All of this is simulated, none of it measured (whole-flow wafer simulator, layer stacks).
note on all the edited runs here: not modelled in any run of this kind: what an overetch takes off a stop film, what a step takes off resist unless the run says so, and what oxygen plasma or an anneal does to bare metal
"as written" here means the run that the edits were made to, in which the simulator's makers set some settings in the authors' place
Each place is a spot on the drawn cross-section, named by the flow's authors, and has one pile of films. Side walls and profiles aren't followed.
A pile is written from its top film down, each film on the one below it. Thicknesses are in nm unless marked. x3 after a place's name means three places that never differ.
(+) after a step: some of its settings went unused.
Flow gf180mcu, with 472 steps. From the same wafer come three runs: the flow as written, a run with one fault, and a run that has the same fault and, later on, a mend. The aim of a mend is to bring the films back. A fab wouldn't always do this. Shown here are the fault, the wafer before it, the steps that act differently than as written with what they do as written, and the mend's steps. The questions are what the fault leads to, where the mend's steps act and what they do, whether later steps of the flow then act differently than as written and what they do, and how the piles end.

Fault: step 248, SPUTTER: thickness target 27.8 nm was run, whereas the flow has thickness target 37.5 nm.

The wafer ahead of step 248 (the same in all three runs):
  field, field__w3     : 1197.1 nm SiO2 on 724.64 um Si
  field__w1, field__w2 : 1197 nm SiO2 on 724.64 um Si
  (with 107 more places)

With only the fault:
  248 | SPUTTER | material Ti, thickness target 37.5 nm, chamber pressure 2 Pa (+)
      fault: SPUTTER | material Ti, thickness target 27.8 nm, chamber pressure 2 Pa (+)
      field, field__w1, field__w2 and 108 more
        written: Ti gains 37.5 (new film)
        fault: Ti gains 27.8 (new film)
  Steps later in the flow that act otherwise than as written:
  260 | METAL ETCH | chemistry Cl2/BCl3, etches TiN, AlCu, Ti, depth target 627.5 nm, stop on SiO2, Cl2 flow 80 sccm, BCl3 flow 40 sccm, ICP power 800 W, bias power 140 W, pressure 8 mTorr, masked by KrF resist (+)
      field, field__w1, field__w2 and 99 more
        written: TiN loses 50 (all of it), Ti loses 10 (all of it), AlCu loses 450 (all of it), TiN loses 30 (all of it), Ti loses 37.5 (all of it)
        fault: TiN loses 50 (all of it), Ti loses 10 (all of it), AlCu loses 450 (all of it), TiN loses 30 (all of it), Ti loses 27.8 (all of it)
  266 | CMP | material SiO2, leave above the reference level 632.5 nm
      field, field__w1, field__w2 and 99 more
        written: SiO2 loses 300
        fault: SiO2 loses 309.7
  By the end, the piles at field__w8, contact, m1 and 6 more depart from the flow's by more than 2% or 0.5 nm, whichever is larger.
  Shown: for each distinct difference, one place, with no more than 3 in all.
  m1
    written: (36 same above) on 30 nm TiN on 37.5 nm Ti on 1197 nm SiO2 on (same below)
    fault: (36 same above) on 30 nm TiN on 27.8 nm Ti on 1197 nm SiO2 on (same below)
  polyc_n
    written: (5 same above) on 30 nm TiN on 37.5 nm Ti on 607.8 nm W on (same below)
    fault: (5 same above) on 30 nm TiN on 27.8 nm Ti on 607.8 nm W on (same below)
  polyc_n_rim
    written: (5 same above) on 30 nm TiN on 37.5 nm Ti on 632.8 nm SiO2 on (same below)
    fault: (5 same above) on 30 nm TiN on 27.8 nm Ti on 632.8 nm SiO2 on (same below)

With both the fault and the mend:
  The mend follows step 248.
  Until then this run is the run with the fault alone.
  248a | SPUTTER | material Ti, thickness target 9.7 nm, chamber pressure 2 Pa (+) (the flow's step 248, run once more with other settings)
      field, field__w1, field__w2 and 108 more
        Ti gains 9.7
  None of the later steps of the flow acts differently than as written at any place that is followed.
  At every place that both follow, the piles at the end match the flow's.
